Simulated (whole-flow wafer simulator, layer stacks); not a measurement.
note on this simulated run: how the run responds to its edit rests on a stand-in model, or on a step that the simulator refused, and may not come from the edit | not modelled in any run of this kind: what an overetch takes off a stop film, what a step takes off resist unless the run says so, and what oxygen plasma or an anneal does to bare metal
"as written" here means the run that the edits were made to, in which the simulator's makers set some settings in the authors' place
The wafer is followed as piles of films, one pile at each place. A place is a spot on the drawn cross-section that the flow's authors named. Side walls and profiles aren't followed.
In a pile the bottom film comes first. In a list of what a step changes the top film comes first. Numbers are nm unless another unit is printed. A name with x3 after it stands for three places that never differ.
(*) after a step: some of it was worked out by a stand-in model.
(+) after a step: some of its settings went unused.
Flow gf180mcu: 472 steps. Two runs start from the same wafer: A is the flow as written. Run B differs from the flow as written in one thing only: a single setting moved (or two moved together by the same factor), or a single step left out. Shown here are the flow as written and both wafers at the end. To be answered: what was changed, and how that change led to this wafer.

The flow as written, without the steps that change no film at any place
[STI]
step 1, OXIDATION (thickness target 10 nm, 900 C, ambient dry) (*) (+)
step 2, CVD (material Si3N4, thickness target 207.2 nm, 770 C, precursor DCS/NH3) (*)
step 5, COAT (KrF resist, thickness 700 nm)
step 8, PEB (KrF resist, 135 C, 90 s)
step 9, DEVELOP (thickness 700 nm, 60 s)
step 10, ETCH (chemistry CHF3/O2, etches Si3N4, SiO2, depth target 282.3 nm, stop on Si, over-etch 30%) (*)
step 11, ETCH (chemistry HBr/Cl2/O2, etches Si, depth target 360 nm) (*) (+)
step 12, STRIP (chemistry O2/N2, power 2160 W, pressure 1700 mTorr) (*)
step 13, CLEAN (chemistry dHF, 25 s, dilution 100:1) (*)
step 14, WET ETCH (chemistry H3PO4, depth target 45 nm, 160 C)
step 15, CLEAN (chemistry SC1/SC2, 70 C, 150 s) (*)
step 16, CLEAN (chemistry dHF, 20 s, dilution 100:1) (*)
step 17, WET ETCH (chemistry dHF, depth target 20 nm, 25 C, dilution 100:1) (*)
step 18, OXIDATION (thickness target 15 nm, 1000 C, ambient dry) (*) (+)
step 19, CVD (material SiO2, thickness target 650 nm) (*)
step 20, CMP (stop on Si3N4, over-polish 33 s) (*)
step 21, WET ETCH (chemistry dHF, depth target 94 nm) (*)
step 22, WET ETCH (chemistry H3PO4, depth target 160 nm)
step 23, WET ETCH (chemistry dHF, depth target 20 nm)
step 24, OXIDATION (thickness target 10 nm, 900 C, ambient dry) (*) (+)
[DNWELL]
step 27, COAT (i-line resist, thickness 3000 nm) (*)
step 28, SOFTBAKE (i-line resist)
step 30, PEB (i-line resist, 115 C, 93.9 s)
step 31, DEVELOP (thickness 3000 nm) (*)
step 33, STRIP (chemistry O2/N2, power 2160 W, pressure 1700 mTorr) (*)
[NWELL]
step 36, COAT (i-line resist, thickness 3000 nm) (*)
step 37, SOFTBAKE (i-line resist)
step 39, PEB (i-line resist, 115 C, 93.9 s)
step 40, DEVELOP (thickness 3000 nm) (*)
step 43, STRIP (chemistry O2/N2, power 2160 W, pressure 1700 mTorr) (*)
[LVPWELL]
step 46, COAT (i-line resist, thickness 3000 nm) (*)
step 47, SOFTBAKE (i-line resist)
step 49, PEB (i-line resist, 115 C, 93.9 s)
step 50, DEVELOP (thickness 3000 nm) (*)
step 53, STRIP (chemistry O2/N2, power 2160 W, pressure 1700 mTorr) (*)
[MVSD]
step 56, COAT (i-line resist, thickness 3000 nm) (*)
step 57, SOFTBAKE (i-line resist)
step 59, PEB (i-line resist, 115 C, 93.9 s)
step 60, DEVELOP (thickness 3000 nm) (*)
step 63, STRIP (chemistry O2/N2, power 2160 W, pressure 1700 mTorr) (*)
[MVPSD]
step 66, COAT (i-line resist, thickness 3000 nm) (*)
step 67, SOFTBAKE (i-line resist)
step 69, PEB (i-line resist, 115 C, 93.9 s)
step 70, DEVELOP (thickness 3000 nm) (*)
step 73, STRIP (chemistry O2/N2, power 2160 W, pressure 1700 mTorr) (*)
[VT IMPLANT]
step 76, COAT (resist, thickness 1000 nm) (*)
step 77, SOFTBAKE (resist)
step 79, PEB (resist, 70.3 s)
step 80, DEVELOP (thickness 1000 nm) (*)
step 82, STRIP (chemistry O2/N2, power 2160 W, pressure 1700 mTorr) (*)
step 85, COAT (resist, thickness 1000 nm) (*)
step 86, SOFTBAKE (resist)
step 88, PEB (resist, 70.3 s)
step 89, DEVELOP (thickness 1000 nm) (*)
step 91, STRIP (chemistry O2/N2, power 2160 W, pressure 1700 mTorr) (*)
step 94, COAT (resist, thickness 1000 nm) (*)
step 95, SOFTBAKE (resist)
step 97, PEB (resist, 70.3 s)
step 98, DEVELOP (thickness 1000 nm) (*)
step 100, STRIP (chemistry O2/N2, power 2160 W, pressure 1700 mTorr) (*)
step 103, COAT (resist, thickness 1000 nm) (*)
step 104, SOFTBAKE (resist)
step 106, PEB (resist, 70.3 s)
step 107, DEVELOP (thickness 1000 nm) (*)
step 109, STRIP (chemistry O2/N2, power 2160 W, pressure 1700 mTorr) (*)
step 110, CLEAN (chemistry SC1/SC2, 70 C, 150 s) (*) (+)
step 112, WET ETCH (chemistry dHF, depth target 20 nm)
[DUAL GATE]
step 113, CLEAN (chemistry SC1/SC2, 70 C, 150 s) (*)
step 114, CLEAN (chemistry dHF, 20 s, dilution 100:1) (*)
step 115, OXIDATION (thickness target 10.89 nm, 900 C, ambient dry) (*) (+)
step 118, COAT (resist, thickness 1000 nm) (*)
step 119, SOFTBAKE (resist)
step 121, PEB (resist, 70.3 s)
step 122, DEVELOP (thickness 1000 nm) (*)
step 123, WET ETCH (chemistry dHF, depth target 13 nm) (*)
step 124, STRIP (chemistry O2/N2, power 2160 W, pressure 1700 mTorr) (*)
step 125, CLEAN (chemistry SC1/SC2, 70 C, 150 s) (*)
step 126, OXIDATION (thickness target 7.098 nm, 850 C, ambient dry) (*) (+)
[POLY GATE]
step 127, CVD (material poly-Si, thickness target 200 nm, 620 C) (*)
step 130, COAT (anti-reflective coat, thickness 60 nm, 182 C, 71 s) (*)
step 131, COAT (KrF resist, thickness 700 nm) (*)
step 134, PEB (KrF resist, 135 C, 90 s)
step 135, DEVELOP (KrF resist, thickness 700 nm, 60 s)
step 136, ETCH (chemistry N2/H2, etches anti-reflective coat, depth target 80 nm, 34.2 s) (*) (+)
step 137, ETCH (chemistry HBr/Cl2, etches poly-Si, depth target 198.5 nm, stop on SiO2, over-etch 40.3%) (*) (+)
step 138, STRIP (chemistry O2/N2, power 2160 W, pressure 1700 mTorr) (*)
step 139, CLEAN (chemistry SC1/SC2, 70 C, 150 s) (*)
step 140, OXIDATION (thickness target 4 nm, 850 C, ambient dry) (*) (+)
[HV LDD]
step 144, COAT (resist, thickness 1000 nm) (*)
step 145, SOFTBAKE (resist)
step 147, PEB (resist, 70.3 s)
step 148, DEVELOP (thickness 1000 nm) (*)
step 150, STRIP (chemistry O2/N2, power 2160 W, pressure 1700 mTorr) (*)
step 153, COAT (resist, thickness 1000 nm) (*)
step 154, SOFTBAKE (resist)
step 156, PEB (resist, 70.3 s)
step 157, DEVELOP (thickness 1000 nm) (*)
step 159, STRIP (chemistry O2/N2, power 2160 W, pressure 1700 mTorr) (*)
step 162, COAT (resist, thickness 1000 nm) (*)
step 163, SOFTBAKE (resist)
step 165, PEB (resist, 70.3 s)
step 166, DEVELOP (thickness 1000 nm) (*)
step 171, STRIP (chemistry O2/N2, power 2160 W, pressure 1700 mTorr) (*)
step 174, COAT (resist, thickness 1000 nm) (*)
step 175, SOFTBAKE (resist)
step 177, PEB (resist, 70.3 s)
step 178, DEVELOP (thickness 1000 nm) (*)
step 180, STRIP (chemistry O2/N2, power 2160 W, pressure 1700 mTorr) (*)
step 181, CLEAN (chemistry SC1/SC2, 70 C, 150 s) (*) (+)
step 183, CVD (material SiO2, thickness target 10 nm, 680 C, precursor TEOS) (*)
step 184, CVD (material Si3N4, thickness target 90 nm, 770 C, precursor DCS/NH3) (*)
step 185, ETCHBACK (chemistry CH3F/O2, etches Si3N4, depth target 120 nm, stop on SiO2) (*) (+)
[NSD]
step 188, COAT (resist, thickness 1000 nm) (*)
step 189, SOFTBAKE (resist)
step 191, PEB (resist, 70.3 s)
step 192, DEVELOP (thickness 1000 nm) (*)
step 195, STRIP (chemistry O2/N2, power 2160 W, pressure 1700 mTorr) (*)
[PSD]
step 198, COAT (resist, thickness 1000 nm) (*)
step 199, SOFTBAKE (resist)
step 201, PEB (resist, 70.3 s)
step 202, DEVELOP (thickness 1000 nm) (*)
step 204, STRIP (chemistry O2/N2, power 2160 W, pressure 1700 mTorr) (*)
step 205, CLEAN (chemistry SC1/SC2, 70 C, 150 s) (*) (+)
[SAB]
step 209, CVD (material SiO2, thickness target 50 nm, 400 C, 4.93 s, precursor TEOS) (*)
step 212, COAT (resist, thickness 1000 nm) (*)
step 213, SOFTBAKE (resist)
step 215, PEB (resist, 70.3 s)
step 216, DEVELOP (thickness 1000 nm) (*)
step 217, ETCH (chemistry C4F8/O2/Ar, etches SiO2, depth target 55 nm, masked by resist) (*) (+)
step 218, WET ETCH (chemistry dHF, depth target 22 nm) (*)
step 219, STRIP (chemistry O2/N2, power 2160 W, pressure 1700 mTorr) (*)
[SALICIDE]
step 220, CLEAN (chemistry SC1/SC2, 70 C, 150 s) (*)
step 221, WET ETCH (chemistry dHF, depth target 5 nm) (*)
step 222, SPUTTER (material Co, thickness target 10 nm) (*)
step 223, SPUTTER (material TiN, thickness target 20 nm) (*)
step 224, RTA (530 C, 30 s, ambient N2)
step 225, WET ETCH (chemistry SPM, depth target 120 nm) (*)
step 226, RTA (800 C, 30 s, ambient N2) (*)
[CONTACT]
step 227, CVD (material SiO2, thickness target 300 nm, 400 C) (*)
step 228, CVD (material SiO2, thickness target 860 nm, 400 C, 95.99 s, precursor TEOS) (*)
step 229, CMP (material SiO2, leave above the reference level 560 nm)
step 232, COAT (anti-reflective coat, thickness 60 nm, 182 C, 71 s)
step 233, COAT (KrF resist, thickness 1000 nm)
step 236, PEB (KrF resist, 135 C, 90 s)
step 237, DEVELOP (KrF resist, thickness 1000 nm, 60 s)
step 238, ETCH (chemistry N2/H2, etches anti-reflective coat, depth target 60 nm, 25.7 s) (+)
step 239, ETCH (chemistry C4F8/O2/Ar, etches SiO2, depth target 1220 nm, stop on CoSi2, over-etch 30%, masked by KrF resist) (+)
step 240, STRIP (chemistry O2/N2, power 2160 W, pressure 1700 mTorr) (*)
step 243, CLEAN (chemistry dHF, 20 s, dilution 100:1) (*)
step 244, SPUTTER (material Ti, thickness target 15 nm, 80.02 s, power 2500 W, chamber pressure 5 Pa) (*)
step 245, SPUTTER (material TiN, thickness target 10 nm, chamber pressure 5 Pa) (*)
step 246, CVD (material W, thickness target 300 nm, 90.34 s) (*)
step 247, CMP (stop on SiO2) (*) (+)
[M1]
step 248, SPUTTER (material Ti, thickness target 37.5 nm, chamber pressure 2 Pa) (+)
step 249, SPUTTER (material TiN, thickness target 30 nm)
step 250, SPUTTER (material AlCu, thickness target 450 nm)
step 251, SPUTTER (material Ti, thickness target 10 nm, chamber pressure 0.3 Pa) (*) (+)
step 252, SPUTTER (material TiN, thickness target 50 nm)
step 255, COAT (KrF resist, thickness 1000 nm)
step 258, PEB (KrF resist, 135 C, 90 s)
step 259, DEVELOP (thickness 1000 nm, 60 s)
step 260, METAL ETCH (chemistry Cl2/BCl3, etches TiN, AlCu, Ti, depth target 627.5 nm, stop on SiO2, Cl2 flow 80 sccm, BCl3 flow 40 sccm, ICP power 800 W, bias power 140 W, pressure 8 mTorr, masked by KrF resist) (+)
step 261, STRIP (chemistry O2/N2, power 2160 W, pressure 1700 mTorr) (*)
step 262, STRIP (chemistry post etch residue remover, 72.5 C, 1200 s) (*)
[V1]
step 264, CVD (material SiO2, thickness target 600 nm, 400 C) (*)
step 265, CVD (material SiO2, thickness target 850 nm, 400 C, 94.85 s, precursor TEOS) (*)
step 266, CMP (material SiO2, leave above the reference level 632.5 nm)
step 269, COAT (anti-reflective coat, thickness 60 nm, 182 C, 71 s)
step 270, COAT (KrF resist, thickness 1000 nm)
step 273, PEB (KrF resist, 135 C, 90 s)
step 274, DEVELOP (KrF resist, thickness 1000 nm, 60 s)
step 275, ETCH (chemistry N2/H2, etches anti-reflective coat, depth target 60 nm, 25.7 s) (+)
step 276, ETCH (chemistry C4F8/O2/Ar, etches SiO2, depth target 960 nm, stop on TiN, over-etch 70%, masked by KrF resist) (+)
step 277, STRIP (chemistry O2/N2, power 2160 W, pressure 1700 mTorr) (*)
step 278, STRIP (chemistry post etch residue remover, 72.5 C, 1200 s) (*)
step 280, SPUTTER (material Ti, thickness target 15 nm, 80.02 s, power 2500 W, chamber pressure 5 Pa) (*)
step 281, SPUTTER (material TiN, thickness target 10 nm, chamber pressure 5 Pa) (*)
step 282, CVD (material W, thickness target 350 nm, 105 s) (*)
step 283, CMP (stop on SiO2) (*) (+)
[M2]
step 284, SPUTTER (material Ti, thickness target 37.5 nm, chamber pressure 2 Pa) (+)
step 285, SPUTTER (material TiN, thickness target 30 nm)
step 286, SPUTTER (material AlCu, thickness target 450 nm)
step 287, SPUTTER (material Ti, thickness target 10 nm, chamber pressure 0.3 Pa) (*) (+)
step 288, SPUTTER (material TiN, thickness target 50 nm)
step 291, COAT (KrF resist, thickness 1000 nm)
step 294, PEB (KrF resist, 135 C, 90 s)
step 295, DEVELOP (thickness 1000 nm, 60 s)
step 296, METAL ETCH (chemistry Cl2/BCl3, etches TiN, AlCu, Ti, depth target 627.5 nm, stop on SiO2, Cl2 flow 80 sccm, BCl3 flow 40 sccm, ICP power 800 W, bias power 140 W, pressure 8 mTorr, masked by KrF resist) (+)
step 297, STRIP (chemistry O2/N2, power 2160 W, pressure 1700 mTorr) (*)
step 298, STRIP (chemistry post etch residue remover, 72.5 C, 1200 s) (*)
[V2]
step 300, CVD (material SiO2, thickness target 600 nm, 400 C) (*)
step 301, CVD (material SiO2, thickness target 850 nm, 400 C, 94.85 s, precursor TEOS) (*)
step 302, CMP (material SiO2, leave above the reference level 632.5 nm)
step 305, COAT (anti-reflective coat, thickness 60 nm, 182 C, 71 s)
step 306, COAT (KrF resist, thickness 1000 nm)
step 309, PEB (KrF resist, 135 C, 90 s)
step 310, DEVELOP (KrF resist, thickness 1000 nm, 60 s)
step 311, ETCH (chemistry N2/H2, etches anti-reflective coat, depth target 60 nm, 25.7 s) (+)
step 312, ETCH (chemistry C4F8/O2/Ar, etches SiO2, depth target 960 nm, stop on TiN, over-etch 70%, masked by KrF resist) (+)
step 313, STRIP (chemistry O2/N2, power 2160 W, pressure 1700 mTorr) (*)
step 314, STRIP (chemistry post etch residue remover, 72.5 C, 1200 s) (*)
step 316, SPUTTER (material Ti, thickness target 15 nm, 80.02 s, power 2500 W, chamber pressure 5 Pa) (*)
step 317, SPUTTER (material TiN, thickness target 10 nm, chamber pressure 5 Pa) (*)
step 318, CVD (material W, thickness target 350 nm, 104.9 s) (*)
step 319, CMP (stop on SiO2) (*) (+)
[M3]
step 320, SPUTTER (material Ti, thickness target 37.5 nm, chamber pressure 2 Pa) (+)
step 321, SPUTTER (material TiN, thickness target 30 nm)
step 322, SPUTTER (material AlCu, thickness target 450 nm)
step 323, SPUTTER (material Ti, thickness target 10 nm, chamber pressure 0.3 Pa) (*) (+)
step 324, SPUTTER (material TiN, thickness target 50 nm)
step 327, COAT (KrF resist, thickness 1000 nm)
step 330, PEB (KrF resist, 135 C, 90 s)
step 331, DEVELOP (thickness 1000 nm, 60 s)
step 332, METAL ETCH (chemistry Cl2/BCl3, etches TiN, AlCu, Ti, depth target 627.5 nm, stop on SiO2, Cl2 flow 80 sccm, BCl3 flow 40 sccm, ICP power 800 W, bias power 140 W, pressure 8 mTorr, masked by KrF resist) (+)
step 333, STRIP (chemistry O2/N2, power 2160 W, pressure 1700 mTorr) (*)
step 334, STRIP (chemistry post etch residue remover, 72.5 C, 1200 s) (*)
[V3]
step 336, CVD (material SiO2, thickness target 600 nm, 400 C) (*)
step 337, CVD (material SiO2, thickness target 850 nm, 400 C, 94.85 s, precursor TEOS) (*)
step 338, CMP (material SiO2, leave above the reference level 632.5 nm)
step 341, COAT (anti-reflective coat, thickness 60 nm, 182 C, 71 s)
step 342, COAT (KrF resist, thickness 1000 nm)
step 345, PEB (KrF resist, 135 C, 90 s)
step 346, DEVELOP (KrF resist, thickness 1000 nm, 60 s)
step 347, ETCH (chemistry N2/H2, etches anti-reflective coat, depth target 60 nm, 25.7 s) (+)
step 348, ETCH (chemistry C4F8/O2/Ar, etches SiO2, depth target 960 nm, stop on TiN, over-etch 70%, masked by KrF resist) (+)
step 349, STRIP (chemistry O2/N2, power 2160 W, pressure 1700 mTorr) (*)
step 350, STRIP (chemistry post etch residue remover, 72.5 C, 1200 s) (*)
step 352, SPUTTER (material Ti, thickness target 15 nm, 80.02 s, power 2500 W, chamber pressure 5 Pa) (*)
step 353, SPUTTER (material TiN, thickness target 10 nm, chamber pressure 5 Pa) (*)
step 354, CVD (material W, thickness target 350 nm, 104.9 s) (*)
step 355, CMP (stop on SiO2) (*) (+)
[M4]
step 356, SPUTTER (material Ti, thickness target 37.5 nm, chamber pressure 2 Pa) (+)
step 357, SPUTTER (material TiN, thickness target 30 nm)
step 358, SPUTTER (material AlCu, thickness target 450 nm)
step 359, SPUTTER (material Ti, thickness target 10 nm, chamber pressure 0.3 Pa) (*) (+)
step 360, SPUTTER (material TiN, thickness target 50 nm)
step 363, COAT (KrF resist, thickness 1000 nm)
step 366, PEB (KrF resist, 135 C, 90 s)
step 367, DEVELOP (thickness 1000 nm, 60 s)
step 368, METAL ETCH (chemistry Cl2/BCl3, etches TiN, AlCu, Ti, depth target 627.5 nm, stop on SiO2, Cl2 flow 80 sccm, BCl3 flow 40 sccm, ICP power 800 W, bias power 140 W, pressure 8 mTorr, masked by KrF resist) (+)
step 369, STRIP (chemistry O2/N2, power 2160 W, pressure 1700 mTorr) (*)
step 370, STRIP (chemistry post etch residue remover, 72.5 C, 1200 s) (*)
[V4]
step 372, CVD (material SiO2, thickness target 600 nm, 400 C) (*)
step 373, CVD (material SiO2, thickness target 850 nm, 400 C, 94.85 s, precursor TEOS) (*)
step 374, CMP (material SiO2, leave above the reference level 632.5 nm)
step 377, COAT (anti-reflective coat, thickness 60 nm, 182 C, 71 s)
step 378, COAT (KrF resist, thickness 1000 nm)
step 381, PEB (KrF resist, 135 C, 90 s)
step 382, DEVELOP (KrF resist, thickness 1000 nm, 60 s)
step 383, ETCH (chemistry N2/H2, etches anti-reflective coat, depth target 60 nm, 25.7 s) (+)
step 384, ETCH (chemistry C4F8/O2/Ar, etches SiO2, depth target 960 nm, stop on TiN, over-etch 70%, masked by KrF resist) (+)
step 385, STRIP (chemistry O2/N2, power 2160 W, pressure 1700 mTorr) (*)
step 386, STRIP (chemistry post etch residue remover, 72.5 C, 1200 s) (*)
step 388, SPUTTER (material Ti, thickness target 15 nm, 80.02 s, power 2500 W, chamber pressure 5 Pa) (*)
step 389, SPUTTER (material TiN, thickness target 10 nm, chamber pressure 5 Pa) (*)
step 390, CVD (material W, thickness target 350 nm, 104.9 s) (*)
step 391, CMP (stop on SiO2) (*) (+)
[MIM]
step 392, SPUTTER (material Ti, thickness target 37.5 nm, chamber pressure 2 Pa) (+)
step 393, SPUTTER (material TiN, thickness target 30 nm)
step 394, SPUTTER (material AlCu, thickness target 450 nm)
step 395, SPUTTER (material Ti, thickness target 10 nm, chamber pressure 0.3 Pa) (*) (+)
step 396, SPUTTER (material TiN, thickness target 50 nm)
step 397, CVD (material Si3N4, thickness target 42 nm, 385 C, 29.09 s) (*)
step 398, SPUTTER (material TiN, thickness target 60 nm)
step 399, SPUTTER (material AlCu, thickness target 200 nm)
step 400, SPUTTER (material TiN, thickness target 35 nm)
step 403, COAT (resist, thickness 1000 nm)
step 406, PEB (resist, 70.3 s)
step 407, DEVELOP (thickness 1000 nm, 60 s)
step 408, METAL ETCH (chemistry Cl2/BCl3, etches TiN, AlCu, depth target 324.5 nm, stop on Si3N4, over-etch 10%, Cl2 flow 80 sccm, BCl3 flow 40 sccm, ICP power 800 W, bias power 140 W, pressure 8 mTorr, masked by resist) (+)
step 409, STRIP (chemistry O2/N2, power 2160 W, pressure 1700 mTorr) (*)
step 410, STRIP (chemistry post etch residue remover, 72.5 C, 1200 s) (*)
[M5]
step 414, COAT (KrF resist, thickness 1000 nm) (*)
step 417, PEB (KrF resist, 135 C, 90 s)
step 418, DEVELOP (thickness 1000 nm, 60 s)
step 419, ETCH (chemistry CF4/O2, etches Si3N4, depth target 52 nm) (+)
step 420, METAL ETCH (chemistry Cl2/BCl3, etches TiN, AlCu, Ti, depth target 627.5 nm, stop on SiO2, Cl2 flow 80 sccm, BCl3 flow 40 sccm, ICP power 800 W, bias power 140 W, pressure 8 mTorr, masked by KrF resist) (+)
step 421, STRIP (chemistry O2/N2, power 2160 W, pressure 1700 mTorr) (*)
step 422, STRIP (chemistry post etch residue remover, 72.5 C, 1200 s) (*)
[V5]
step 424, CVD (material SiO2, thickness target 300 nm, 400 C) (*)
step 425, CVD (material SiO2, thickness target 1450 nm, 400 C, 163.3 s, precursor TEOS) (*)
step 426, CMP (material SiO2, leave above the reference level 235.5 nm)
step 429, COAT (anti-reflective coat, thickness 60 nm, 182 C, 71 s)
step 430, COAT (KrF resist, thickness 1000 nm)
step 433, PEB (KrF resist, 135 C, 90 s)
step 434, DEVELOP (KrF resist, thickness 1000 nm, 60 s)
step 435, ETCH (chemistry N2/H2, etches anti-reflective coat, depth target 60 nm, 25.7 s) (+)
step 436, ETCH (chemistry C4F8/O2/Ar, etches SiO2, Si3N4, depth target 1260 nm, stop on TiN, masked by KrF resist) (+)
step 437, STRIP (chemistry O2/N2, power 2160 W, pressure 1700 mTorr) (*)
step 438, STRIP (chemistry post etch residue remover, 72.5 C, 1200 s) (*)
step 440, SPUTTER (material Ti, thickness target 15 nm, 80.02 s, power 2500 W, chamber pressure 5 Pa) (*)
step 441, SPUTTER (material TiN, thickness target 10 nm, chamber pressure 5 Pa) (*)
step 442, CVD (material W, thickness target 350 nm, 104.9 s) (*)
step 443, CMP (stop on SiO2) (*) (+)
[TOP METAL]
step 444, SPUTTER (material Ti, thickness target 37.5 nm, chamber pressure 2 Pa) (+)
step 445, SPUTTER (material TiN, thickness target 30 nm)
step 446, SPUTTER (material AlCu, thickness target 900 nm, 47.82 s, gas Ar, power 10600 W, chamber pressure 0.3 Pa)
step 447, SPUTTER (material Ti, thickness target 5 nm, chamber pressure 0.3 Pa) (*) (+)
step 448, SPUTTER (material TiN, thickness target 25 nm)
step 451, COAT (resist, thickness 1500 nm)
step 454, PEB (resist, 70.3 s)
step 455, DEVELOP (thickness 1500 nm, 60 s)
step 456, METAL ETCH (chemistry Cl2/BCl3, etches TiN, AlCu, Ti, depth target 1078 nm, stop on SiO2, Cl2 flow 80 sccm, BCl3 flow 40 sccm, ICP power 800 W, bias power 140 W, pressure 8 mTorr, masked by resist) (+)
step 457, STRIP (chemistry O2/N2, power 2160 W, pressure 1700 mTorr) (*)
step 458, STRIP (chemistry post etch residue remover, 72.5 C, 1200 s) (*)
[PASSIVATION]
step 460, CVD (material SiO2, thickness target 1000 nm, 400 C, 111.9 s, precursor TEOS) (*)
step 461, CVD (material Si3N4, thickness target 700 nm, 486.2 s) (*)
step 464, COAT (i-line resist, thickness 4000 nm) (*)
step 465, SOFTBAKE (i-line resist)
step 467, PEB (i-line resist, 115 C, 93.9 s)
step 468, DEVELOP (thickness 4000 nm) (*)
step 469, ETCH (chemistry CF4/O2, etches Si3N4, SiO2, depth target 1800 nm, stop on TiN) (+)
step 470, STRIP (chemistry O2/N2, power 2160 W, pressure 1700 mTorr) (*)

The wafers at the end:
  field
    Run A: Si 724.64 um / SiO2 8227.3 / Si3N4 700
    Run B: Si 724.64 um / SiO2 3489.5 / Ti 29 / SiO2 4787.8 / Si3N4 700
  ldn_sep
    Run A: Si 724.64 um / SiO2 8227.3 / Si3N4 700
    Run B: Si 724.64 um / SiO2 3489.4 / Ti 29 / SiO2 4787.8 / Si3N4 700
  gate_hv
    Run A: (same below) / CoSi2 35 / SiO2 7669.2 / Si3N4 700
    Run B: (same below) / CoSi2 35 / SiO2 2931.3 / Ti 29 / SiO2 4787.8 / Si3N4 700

What caused this: step 322, SPUTTER: thickness target 529 nm was run, though the flow has thickness target 450 nm.

Step by step, how the change led to this:
  step 322, SPUTTER (material AlCu, thickness target 450 nm)
      field, field__w1, field__w2 and 108 more: A AlCu gains 450 (new film) | B AlCu gains 529 (new film)
  step 332, METAL ETCH (chemistry Cl2/BCl3, etches TiN, AlCu, Ti, depth target 627.5 nm, stop on SiO2, Cl2 flow 80 sccm, BCl3 flow 40 sccm, ICP power 800 W, bias power 140 W, pressure 8 mTorr, masked by KrF resist) (+)
      field, field__w1, field__w2 and 103 more: A TiN loses 50 (all of it), Ti loses 10 (all of it), AlCu loses 450 (all of it), TiN loses 30 (all of it), Ti loses 37.5 (all of it) | B TiN loses 50 (all of it), Ti loses 10 (all of it), AlCu loses 529 (all of it), TiN loses 30 (all of it), Ti loses 8.5
  step 336, CVD (material SiO2, thickness target 600 nm, 400 C) (*)
      field, field__w1, field__w2 and 103 more: A SiO2 gains 600 | B SiO2 gains 600 (new film)
  step 338, CMP (material SiO2, leave above the reference level 632.5 nm)
      field, field__w1, field__w2 and 103 more: A SiO2 loses 300 | B SiO2 loses 250
If metal films that touch count as one body, field has 1 body; the flow as written gives 0 bodies.
If metal films that touch count as one body, ldn_sep has 1 body; the flow as written gives 0 bodies.
If metal films that touch count as one body, gate_hv has 2 bodies (between them, from the top down: SiO2 2931.3); the flow as written gives 1 body.
